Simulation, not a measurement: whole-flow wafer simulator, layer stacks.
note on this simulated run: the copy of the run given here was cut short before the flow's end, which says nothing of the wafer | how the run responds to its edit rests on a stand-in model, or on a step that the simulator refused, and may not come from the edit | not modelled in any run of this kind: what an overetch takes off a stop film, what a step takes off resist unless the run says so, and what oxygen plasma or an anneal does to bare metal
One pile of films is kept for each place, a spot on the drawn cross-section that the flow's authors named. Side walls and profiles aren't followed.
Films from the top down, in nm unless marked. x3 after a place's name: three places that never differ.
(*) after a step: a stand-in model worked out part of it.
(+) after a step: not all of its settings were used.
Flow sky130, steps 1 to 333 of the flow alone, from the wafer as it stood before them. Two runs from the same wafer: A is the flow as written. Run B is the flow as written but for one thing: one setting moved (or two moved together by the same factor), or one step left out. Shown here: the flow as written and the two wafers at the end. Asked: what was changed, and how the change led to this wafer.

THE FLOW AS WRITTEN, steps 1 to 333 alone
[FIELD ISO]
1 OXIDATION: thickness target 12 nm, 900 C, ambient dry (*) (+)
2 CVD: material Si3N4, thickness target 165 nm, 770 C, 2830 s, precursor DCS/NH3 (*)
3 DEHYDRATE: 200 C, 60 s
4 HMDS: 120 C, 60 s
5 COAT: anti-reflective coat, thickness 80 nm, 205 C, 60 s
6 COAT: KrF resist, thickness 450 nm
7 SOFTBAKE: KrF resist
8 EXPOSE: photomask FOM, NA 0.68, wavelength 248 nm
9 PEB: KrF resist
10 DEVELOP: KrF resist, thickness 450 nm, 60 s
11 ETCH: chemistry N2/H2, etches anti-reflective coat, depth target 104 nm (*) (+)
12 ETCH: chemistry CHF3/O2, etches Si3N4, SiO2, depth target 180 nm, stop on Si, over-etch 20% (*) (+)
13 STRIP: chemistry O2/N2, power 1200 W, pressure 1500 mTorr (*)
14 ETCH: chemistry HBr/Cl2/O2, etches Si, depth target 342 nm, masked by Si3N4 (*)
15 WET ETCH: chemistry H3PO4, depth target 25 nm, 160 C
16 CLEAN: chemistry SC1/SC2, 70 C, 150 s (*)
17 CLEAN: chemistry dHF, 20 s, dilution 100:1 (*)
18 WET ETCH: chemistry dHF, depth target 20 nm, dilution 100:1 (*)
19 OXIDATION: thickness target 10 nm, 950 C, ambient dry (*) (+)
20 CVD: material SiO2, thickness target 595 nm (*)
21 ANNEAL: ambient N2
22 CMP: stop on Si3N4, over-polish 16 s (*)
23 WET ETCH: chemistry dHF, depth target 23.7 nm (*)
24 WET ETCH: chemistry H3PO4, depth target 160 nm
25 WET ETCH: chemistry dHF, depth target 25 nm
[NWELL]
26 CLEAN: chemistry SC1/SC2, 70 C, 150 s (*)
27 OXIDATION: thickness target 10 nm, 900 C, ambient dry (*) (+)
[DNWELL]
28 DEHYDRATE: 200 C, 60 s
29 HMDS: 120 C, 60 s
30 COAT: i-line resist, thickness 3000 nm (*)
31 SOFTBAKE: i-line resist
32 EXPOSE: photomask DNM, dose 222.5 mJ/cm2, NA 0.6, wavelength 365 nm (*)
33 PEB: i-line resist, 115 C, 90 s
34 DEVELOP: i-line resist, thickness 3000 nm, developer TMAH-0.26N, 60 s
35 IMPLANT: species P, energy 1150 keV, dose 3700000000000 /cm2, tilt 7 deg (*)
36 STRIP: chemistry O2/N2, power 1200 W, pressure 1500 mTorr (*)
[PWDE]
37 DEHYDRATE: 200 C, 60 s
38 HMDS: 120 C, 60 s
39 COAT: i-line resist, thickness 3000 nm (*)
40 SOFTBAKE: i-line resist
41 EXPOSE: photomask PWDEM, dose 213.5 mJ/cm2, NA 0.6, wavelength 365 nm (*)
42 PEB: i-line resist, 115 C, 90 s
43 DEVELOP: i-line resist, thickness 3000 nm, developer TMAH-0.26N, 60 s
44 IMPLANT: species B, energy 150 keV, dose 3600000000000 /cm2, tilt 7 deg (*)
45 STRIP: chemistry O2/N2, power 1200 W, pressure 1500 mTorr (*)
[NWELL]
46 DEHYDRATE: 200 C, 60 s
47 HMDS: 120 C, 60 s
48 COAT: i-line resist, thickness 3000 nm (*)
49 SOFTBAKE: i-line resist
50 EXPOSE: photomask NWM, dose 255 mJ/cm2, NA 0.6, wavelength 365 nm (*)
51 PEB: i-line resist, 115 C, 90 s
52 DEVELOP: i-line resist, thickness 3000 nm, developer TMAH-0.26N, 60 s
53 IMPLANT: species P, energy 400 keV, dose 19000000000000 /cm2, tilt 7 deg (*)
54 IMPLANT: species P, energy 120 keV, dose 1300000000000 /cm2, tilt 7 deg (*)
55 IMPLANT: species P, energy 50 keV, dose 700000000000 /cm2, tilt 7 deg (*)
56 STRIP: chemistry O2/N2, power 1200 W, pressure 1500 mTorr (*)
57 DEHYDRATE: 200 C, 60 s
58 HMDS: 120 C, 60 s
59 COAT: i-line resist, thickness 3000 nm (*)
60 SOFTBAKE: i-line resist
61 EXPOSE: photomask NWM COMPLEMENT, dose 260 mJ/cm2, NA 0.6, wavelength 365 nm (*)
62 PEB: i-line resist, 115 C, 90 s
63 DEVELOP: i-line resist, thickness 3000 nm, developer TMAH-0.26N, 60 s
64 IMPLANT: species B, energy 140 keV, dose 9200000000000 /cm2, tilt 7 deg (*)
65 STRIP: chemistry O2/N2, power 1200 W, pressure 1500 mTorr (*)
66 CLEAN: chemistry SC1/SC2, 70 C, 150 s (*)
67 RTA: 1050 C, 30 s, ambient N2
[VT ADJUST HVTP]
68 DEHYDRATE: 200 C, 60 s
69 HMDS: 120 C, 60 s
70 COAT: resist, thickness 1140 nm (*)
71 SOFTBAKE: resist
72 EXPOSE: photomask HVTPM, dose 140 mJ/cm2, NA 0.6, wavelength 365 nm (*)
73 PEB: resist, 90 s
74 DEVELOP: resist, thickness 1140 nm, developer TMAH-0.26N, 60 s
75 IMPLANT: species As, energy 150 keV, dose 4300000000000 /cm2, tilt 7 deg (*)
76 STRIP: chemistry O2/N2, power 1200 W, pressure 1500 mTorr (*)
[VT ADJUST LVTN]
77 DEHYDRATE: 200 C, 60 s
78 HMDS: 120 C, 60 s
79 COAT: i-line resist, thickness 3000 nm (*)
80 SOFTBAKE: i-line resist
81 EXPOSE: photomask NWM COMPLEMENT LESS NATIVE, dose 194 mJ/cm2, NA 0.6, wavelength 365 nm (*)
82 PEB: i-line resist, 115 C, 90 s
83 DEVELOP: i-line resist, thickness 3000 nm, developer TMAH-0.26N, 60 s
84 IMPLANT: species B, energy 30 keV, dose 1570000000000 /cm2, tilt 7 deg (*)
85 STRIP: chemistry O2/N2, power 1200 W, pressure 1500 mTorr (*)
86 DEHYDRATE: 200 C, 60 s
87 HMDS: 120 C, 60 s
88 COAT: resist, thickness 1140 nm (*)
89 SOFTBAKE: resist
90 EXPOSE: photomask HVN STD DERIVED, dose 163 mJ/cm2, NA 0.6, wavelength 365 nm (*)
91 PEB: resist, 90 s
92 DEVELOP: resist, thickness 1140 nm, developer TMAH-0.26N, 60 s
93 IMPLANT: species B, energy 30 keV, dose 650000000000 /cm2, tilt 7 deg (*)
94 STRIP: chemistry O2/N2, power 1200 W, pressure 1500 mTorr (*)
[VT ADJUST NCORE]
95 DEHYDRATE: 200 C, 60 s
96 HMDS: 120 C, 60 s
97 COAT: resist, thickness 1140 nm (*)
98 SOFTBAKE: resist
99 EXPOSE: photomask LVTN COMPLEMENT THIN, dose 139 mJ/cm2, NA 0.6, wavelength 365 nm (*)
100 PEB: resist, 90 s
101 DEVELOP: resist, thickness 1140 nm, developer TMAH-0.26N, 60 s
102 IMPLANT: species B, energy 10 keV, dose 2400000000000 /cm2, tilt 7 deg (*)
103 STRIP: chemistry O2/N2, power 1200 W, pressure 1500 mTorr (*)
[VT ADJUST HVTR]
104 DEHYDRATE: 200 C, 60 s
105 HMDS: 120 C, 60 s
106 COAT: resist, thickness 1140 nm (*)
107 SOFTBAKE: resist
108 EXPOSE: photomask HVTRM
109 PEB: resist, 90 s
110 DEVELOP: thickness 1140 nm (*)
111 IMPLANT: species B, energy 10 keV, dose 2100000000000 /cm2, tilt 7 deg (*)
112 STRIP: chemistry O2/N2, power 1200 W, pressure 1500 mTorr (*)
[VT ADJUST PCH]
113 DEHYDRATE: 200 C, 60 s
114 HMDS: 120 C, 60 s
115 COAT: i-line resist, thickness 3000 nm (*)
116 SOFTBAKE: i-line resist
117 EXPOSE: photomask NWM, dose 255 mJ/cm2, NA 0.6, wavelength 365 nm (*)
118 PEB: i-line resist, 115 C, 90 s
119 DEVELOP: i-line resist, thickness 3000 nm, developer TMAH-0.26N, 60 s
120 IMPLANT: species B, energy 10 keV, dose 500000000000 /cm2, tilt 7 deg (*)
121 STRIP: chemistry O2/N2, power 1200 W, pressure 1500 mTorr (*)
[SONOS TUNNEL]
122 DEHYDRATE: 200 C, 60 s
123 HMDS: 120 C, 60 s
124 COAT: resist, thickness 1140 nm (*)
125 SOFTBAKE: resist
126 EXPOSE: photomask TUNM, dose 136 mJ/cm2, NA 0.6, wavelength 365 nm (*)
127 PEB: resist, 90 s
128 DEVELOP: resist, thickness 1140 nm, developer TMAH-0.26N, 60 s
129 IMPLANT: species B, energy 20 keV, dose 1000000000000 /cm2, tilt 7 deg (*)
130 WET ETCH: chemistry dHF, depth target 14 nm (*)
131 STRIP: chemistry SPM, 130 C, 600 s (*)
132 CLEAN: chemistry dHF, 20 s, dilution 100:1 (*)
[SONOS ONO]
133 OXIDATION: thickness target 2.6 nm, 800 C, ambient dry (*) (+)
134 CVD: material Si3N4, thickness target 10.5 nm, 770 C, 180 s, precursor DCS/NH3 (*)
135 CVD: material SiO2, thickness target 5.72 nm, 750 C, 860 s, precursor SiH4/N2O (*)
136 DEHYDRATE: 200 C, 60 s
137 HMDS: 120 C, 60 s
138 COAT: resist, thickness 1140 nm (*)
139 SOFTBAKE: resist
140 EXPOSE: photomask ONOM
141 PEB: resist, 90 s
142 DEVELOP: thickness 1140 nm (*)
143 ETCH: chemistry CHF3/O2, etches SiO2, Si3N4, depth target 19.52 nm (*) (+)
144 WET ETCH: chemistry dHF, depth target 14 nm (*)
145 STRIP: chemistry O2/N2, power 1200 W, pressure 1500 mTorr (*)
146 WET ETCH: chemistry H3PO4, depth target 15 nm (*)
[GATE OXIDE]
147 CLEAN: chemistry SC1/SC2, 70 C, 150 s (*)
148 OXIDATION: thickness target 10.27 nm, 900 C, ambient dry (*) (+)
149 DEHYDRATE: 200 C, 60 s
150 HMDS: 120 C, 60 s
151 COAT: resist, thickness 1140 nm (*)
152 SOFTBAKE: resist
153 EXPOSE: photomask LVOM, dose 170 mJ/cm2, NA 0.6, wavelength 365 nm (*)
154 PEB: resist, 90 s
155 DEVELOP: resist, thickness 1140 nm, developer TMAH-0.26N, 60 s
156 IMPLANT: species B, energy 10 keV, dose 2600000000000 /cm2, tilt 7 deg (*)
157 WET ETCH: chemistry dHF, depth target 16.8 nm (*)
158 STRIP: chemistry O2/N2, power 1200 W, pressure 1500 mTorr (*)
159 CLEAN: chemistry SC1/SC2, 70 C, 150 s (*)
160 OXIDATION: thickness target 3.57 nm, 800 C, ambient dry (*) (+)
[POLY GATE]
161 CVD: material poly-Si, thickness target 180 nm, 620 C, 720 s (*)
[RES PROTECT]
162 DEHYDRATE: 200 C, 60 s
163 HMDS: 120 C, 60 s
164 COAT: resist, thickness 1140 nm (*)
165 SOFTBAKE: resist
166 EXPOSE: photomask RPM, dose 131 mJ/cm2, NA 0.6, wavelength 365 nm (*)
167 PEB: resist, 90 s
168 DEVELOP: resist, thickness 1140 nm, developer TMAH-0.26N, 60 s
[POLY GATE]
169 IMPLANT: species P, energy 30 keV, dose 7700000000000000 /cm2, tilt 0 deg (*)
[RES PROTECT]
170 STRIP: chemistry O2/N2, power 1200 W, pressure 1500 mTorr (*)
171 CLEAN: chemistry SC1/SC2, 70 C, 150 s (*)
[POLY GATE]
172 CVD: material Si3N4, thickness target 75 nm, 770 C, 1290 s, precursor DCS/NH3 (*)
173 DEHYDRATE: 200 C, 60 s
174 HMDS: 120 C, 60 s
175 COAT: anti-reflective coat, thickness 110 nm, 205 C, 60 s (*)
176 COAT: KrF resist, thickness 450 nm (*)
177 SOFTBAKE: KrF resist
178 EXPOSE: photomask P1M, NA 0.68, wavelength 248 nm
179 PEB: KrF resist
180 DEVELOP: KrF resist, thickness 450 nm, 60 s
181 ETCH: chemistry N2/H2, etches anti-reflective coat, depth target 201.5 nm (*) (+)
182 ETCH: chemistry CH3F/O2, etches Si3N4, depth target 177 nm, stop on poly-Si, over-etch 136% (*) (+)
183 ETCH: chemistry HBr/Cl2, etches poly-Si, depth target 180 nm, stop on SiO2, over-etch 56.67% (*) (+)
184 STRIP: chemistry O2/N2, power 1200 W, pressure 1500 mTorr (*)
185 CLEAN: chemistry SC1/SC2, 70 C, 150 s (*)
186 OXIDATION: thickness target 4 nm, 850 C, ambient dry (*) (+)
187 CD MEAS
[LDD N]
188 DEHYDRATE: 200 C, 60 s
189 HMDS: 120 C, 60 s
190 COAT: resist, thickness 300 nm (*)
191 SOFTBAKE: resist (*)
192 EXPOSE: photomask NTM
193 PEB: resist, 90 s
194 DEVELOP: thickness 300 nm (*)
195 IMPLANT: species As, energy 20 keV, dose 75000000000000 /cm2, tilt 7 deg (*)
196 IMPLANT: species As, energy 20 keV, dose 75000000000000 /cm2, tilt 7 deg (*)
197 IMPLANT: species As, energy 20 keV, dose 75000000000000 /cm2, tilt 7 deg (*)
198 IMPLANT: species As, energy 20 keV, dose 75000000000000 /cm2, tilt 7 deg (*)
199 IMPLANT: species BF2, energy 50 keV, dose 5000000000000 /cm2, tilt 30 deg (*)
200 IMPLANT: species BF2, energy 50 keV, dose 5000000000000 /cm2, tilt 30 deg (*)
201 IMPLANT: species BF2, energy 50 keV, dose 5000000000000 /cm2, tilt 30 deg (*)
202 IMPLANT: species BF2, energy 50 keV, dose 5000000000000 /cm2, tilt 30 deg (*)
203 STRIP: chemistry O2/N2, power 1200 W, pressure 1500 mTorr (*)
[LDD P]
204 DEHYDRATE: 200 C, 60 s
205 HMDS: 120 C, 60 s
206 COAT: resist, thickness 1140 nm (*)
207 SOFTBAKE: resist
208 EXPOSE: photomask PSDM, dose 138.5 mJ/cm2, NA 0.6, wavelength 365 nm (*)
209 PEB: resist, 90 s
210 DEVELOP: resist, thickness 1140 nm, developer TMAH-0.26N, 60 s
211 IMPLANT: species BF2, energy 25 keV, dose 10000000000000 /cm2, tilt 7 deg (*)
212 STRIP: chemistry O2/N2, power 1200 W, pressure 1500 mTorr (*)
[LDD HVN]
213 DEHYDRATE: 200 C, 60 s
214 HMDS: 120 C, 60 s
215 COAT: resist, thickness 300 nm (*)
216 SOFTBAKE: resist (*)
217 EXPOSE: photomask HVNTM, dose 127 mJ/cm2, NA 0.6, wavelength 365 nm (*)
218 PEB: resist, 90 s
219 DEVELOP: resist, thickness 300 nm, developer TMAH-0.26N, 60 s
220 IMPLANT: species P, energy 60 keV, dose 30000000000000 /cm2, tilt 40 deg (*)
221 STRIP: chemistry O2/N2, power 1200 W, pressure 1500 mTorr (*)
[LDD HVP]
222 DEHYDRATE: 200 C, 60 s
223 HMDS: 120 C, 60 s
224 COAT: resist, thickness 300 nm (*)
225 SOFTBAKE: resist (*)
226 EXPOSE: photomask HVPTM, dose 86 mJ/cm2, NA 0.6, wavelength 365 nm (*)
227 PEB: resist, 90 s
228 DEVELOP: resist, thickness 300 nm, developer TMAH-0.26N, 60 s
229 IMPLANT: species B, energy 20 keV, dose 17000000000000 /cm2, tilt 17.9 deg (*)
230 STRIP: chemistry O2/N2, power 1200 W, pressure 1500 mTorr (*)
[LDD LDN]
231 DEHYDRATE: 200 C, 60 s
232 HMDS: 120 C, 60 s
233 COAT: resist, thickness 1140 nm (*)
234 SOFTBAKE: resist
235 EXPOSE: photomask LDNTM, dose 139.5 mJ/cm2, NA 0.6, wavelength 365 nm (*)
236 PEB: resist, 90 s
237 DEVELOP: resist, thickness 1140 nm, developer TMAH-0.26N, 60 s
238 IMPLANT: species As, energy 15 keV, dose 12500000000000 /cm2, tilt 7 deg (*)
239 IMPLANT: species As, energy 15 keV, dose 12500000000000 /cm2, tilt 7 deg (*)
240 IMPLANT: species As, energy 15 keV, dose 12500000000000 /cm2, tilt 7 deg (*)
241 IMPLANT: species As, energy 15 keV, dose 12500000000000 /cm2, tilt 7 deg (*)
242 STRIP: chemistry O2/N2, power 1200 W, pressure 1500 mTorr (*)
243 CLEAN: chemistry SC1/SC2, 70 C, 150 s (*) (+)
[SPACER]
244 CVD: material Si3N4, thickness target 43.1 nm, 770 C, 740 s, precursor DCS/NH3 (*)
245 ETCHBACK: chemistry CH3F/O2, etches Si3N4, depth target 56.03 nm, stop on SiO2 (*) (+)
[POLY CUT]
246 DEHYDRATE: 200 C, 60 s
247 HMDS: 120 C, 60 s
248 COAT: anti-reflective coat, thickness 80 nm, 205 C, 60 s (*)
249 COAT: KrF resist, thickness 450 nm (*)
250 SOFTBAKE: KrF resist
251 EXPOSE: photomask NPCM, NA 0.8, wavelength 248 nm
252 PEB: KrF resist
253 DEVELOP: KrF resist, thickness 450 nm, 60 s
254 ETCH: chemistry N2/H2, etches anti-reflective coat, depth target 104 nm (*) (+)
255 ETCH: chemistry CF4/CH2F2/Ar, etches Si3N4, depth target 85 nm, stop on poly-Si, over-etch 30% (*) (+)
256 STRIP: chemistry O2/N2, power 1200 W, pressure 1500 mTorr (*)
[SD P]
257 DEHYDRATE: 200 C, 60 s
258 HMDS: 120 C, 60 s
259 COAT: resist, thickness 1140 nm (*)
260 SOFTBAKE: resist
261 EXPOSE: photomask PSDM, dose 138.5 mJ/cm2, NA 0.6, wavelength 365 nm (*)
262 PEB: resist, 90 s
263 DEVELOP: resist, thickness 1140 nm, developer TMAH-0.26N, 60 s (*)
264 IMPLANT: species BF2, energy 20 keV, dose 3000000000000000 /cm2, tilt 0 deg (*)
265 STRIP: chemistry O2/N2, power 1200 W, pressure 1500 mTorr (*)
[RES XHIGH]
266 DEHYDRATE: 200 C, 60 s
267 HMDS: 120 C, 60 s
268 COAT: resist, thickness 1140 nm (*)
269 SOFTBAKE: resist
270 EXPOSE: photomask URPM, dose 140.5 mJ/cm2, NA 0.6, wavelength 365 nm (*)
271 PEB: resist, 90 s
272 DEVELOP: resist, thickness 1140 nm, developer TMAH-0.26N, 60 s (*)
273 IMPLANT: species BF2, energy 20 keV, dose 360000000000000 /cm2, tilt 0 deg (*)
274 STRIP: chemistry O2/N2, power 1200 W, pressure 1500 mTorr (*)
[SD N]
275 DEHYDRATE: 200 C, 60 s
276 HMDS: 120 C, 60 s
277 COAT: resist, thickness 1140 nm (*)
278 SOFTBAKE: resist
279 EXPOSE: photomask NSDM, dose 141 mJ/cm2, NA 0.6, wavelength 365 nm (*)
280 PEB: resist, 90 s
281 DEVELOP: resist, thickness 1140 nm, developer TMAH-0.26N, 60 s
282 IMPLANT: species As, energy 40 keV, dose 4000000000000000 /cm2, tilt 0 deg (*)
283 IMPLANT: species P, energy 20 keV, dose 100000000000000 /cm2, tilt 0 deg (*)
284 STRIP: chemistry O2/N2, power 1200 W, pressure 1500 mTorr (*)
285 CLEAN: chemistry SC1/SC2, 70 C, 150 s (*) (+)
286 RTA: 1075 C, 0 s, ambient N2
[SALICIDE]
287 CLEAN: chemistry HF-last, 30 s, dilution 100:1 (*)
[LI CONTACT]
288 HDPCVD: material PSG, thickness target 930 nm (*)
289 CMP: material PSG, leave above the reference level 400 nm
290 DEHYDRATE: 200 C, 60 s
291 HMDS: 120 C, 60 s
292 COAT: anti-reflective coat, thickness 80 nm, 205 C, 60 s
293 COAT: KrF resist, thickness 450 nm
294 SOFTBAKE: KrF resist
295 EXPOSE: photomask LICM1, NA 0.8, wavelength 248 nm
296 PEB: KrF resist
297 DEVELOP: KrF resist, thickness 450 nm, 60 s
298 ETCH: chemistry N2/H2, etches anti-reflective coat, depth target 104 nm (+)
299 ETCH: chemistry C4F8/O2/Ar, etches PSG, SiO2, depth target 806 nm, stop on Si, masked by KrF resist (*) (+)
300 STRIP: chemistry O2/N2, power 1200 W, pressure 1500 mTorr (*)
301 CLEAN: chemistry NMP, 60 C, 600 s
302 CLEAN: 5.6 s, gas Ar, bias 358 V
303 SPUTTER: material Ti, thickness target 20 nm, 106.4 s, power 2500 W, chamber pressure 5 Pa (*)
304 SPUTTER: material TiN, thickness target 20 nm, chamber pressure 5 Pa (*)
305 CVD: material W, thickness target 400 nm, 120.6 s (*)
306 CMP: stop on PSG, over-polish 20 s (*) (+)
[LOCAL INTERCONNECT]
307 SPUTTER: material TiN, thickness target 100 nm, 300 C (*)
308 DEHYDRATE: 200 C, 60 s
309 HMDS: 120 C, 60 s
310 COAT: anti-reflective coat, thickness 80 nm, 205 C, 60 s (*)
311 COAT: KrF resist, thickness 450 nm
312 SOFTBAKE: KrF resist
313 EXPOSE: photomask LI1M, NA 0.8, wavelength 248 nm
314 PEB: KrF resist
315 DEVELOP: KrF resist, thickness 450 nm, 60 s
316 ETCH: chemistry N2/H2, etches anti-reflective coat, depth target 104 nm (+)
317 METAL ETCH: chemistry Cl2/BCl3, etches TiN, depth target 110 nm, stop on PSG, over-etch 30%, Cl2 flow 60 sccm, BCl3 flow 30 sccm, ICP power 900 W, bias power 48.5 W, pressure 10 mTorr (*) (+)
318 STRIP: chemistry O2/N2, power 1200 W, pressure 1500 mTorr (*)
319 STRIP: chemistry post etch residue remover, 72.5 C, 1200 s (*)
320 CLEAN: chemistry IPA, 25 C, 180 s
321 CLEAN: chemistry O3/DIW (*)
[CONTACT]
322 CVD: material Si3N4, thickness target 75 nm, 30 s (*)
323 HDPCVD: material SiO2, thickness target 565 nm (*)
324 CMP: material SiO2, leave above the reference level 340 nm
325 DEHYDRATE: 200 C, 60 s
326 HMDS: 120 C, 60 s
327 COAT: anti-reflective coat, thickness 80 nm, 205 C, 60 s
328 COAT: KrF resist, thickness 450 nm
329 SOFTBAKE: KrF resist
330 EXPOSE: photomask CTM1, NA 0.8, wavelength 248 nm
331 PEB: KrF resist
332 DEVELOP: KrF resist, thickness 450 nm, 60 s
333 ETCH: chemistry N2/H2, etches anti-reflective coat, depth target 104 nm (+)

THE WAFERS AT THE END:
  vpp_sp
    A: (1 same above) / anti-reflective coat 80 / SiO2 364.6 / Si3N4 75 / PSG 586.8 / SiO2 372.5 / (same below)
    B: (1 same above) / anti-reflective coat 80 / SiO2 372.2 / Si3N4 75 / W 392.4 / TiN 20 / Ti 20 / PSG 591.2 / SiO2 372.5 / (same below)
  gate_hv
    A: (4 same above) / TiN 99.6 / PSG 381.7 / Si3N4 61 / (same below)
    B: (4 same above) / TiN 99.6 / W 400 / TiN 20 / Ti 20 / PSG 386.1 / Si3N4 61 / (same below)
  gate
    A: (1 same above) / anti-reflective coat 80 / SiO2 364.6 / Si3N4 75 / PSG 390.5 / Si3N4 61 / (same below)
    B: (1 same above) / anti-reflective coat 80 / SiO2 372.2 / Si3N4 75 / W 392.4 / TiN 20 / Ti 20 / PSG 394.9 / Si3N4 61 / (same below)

The cause: step 306, CMP: stop on PSG, over-polish 20 s (*) (+), was left out.

How the change led to this, step by step:
  310 COAT: anti-reflective coat, thickness 80 nm, 205 C, 60 s (*)
      poly_licon: A anti-reflective coat +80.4 (new film) | B anti-reflective coat +491.8 (new film)
  317 METAL ETCH: chemistry Cl2/BCl3, etches TiN, depth target 110 nm, stop on PSG, over-etch 30%, Cl2 flow 60 sccm, BCl3 flow 30 sccm, ICP power 900 W, bias power 48.5 W, pressure 10 mTorr (*) (+)
      field, active, gate and 88 more: A TiN -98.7 (all of it) | B TiN -98.7 (all of it), W -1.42
  318 STRIP: chemistry O2/N2, power 1200 W, pressure 1500 mTorr (*)
      poly_licon: A KrF resist -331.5 (all of it), anti-reflective coat -80.4 (all of it) | B KrF resist -331.4 (all of it), anti-reflective coat -491.8 (all of it)
  319 STRIP: chemistry post etch residue remover, 72.5 C, 1200 s (*)
      field, active, gate and 88 more: A nothing | B W -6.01
  324 CMP: material SiO2, leave above the reference level 340 nm
      poly_licon: A SiO2 -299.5 | B nothing
      field, active, gate and 88 more: A SiO2 -200.4 | B SiO2 -192.8
  327 COAT: anti-reflective coat, thickness 80 nm, 205 C, 60 s
      poly_licon: A anti-reflective coat +80 (new film) | B anti-reflective coat +191.8 (new film)
  333 ETCH: chemistry N2/H2, etches anti-reflective coat, depth target 104 nm (+)
      poly_licon: A anti-reflective coat -80 (all of it), SiO2 -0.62 | B anti-reflective coat -104
Counting metal films that touch as one body, vpp_sp has 1 body; the flow as written gives 0 bodies.
Counting metal films that touch as one body, gate has 1 body; the flow as written gives 0 bodies.
